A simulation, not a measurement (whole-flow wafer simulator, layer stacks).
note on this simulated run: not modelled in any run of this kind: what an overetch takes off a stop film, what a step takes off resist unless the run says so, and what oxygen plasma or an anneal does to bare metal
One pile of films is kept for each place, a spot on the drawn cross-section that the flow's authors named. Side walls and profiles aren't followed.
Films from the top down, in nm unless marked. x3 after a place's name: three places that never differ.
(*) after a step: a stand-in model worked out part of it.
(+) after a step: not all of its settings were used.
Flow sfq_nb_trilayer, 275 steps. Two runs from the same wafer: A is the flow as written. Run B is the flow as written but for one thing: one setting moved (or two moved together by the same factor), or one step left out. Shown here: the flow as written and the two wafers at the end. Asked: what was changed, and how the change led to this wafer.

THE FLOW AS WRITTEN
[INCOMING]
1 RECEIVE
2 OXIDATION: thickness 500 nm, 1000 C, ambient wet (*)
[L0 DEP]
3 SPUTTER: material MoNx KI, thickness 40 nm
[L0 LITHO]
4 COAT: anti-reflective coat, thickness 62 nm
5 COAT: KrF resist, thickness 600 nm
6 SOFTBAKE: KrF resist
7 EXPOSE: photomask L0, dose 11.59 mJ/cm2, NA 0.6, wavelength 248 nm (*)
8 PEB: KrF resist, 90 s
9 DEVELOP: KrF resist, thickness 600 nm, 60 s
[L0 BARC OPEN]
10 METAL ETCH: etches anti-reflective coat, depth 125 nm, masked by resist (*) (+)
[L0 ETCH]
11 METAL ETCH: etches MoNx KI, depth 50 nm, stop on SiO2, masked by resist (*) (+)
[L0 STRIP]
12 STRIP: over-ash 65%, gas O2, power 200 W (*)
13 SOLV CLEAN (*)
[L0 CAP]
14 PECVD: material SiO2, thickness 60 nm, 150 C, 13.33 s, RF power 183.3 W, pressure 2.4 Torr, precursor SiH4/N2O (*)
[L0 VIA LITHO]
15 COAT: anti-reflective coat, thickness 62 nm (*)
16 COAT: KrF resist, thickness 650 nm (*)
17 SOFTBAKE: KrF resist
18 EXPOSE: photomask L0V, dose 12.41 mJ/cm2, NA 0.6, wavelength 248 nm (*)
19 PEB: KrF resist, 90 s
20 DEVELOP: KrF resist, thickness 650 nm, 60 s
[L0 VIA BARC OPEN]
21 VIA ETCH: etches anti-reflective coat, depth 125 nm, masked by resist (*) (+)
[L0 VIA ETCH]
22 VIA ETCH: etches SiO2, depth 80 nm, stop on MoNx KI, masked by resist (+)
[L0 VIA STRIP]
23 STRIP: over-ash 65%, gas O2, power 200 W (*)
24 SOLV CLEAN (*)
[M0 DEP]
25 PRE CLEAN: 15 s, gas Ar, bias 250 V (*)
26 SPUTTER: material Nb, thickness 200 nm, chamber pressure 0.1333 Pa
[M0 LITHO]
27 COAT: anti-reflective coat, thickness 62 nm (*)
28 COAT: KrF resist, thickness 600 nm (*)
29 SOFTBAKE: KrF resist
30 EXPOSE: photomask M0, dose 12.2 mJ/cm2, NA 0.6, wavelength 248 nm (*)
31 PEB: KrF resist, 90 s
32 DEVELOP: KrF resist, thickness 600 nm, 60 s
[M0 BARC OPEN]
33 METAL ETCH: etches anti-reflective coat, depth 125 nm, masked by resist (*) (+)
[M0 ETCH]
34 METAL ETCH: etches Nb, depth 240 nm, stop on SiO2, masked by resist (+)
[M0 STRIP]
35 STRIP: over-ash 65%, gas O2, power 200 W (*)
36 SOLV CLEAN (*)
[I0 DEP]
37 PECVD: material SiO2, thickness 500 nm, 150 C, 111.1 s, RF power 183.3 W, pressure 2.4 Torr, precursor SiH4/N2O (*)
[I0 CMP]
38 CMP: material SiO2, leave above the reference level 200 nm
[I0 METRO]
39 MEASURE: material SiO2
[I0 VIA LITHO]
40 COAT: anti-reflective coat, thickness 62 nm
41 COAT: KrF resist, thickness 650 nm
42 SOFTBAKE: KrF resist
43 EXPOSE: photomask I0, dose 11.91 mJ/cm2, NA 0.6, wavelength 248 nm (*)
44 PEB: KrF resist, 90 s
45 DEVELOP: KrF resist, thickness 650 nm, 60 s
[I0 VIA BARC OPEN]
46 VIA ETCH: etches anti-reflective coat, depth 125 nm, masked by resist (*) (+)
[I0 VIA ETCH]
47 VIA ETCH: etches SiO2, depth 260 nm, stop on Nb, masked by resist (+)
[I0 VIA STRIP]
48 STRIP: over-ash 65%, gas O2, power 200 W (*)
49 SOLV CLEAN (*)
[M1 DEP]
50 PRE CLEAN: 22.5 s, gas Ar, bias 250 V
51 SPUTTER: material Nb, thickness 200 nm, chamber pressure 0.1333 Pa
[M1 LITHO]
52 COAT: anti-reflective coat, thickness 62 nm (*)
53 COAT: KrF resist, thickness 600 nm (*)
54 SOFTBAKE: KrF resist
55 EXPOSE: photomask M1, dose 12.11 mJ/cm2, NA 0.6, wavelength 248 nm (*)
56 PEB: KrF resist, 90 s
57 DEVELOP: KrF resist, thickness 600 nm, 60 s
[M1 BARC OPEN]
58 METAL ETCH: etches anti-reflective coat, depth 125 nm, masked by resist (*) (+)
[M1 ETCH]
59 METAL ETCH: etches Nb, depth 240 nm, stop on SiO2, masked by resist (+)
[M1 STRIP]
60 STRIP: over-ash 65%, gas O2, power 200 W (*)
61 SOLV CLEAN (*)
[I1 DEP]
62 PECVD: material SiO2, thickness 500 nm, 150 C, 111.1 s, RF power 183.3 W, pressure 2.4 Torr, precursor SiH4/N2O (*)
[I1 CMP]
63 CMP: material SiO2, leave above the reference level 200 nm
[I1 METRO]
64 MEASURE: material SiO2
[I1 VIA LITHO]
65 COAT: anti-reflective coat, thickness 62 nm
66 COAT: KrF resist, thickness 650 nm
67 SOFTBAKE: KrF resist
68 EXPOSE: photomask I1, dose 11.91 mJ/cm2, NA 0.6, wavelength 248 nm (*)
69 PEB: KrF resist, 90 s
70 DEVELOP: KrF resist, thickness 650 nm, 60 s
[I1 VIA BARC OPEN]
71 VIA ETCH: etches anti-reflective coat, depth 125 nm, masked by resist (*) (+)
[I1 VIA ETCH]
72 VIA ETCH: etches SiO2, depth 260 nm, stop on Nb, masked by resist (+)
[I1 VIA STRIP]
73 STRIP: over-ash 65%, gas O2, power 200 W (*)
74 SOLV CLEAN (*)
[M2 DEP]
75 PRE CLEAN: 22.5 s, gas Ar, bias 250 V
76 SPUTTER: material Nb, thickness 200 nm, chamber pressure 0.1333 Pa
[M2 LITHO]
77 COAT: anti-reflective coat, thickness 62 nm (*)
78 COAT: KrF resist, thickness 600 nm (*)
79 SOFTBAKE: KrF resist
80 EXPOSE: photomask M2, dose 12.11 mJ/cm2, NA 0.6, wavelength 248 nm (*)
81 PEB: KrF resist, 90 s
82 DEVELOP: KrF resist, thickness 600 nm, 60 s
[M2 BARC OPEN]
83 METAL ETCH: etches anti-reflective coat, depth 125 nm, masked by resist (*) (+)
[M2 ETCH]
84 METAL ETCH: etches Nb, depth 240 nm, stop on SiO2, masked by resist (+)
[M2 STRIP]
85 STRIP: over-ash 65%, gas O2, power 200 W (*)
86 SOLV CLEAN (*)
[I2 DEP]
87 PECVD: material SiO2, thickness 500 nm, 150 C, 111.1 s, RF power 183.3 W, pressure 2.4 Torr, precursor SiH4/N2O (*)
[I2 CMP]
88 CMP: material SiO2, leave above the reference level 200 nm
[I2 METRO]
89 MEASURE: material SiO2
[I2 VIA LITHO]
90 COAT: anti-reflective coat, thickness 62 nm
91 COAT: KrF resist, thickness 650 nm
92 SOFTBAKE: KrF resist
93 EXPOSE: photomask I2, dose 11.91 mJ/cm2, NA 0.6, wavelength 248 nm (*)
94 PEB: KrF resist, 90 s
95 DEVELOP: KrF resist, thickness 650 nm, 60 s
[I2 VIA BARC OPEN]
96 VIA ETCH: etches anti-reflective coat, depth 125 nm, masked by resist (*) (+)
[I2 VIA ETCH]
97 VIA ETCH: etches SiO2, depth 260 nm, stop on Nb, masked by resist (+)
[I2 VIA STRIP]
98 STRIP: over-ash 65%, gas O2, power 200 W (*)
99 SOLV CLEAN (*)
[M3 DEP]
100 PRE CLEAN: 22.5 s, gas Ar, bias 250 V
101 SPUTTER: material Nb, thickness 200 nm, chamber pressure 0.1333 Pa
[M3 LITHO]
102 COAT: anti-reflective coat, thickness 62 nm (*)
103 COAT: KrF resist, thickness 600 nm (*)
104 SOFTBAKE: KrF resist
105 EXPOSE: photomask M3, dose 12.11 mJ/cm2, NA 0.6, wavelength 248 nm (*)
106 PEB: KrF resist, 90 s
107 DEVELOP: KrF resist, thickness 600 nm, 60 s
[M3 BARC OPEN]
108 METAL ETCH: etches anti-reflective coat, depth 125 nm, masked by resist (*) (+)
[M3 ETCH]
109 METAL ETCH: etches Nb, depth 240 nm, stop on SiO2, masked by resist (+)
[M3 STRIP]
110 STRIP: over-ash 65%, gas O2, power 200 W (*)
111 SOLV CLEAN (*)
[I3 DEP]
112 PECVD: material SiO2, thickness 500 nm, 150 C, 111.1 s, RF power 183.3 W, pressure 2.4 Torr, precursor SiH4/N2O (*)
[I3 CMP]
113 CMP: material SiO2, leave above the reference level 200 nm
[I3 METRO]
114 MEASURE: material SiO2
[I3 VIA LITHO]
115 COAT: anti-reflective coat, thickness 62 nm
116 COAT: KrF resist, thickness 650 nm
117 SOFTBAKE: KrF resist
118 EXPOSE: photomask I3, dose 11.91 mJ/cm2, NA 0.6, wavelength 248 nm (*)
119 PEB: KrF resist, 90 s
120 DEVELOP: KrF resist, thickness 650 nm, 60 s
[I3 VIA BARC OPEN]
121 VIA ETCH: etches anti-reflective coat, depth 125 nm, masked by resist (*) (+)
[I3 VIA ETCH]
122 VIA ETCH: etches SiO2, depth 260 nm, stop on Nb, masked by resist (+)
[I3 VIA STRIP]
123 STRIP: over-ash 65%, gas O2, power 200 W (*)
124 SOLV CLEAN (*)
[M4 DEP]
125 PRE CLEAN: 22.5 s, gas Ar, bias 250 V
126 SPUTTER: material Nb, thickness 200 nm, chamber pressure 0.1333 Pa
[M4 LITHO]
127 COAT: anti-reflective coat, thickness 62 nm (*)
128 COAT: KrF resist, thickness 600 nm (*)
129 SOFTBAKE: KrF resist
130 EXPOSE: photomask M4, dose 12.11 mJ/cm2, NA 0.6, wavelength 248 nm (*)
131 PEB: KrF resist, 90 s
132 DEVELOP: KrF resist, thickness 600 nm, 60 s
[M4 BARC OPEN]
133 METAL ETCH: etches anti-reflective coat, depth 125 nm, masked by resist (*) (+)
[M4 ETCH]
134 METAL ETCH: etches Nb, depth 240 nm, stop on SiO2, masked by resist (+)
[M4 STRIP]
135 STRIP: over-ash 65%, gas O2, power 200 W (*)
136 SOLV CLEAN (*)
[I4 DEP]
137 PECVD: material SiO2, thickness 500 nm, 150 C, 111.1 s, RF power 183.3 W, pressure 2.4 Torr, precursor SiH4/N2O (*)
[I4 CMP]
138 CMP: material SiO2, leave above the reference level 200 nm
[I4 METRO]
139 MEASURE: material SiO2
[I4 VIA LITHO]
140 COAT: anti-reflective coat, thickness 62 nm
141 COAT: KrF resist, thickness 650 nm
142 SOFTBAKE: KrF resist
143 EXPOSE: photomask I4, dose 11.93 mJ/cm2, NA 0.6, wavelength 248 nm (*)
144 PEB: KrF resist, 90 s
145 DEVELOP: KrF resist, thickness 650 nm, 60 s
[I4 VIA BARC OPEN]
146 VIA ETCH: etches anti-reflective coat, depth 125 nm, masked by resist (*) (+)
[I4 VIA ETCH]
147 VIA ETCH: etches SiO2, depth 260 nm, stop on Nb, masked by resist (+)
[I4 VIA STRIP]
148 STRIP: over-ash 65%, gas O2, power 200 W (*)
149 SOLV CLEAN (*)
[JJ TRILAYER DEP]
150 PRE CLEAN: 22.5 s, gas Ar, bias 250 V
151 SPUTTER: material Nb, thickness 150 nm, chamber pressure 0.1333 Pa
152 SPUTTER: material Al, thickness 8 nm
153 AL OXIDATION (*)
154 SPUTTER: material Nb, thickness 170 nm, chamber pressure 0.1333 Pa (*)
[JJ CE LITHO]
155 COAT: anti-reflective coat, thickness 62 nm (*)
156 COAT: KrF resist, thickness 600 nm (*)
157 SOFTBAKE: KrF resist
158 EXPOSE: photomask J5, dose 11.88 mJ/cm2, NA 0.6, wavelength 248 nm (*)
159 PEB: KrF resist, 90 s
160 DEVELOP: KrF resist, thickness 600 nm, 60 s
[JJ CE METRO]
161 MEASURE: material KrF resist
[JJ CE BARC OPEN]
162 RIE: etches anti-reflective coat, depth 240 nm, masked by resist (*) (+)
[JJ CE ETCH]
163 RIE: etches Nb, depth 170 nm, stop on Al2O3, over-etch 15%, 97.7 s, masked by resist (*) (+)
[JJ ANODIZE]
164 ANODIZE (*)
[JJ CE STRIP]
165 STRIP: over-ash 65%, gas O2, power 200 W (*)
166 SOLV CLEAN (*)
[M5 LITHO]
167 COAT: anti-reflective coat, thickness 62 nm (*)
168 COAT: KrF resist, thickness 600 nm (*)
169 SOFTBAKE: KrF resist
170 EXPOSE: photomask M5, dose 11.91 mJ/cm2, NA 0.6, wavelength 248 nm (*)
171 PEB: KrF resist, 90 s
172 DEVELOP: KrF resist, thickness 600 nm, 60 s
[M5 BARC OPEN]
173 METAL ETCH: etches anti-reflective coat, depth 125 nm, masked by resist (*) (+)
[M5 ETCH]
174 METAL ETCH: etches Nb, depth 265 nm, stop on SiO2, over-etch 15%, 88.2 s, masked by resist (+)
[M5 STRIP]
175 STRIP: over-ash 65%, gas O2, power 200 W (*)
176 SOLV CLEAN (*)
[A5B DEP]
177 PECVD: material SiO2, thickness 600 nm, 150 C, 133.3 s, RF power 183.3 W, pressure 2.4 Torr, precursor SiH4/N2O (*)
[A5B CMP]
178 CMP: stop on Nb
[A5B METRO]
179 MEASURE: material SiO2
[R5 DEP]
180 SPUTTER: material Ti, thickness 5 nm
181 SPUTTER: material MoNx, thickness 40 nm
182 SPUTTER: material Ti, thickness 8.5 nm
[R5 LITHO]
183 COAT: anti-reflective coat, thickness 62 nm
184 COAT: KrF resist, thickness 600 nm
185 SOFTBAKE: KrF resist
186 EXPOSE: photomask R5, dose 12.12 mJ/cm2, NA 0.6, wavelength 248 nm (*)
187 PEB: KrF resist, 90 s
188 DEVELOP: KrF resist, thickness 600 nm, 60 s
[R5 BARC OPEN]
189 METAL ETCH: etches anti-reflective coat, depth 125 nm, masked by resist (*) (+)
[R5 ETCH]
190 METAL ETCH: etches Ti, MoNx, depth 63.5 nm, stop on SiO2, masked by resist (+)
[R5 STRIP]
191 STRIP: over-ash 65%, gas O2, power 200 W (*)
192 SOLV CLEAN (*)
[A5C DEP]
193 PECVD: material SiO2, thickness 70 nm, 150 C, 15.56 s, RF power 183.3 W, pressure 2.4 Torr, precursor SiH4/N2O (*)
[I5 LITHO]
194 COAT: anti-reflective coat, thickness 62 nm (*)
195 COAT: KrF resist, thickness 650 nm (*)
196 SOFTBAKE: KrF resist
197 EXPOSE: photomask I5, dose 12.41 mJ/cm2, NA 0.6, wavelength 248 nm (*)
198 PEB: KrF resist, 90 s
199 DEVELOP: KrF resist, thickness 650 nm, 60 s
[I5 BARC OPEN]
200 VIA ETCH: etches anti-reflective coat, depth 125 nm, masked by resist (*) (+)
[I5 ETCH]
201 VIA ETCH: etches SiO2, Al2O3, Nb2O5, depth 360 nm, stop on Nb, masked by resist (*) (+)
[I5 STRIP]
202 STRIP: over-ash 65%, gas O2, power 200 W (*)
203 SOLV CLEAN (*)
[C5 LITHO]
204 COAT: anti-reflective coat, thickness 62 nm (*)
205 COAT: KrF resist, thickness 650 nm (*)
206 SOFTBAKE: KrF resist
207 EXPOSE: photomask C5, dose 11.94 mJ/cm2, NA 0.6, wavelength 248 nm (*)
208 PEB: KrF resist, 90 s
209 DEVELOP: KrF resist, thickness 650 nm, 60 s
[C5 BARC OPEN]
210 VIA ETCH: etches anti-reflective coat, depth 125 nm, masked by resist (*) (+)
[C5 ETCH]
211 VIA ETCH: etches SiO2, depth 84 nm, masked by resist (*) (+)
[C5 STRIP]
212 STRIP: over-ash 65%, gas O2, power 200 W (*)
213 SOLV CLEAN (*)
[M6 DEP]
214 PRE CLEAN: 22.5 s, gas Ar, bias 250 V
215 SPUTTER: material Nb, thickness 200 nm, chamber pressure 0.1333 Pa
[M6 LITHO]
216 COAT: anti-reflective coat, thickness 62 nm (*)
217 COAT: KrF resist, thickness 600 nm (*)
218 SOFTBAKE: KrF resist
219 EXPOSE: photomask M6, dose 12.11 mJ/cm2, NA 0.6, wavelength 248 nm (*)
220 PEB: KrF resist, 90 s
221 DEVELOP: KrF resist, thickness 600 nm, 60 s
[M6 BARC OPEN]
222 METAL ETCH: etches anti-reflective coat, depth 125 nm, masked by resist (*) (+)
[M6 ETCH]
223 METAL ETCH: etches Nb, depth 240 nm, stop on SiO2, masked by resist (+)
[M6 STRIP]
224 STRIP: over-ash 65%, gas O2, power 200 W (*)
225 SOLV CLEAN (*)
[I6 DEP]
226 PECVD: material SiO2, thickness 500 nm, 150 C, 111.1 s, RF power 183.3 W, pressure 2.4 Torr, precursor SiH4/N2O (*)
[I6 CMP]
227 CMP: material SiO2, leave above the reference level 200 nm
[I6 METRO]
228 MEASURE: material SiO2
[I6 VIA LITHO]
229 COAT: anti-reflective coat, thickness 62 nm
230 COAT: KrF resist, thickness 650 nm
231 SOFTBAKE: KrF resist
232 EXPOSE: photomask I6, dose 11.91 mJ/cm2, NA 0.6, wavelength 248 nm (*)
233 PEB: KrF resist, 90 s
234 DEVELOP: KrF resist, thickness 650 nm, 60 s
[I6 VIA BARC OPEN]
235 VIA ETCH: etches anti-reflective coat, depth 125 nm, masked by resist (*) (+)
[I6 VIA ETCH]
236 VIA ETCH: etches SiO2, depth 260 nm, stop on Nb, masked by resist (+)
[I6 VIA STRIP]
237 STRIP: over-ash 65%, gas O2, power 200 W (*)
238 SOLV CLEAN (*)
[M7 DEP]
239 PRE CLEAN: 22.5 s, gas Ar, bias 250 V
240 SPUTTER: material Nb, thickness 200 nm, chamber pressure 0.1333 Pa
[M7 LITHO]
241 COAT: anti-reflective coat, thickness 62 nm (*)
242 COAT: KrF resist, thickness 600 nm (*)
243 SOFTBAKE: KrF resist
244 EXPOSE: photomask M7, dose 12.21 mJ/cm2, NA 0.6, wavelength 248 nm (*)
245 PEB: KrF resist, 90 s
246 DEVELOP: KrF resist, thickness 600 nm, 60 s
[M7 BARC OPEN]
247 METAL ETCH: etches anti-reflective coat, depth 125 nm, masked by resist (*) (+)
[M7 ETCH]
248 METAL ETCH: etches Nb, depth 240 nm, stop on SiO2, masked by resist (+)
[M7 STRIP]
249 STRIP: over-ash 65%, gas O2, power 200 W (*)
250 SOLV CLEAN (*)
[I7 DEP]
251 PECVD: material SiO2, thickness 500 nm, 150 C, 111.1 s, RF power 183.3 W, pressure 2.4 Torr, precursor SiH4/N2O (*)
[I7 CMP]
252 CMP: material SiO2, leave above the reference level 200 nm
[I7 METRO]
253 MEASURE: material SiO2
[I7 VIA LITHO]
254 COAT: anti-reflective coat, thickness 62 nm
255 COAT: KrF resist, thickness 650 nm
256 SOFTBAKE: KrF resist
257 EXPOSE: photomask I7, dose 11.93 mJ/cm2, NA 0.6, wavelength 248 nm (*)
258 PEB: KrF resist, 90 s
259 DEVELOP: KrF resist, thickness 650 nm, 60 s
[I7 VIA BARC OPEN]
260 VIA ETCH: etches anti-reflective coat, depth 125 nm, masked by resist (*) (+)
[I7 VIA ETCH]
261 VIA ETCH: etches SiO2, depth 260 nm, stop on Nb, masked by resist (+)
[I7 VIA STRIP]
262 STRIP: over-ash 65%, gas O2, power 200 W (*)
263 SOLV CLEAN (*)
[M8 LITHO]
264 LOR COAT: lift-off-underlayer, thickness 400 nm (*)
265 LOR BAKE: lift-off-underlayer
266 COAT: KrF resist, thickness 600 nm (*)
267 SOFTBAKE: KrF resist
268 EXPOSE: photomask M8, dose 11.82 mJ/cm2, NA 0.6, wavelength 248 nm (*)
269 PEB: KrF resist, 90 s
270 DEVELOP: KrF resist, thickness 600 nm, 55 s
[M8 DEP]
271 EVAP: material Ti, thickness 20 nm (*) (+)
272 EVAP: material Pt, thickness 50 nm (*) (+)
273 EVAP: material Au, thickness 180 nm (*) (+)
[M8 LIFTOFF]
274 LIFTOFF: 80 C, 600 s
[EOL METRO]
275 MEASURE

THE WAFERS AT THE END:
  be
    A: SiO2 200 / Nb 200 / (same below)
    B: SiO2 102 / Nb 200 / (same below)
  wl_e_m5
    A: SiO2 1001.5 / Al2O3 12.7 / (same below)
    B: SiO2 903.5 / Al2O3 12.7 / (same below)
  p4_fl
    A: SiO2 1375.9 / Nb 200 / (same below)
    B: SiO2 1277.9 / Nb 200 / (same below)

The cause: step 252, CMP: leave above the reference level 102 nm was run, where the flow has leave above the reference level 200 nm.
It can be read off the wafer: be has SiO2 102, and step 252 as written asks for 200 nm.

How the change led to this, step by step:
  252 CMP: material SiO2, leave above the reference level 200 nm
      field_l, p4_fl, p4_fm and 56 more: A SiO2 -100 | B SiO2 -198
      v_sur, via_wl, via_w and 37 more: A SiO2 -300 | B SiO2 -398
      (and at 7 more places)
  261 VIA ETCH: etches SiO2, depth 260 nm, stop on Nb, masked by resist (+)
      field_l, v_sur, via_sp and 100 more: A KrF resist -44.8 | B KrF resist -26.3
      via_wl, via_w, via_wr: A SiO2 -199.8 (all of it) | B SiO2 -101.8 (all of it)
  262 STRIP: over-ash 65%, gas O2, power 200 W (*)
      field_l, v_sur, via_sp and 100 more: A KrF resist -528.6 (all of it), anti-reflective coat -62 (all of it) | B KrF resist -547.1 (all of it), anti-reflective coat -62 (all of it)
  264 LOR COAT: lift-off-underlayer, thickness 400 nm (*)
      via_wl, via_wr: A lift-off-underlayer +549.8 (new film) | B lift-off-underlayer +476.4 (new film)
      v_sur: A lift-off-underlayer +369.4 (new film) | B lift-off-underlayer +384.4 (new film)
      (and at 2 more places)
  266 COAT: KrF resist, thickness 600 nm (*)
      via_w: A KrF resist +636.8 (new film) | B KrF resist +618.8 (new film)
      via_wr: A KrF resist +626 (new film) | B KrF resist +613.2 (new film)
  270 DEVELOP: KrF resist, thickness 600 nm, 55 s
      v_sur: A KrF resist -607.3 (all of it), lift-off-underlayer -369.4 (all of it) | B KrF resist -603.1 (all of it), lift-off-underlayer -384.4 (all of it)
      via_wl: A KrF resist -623.9 (all of it), lift-off-underlayer -549.8 (all of it) | B KrF resist -611.6 (all of it), lift-off-underlayer -476.4 (all of it)
      (and at 3 more places)
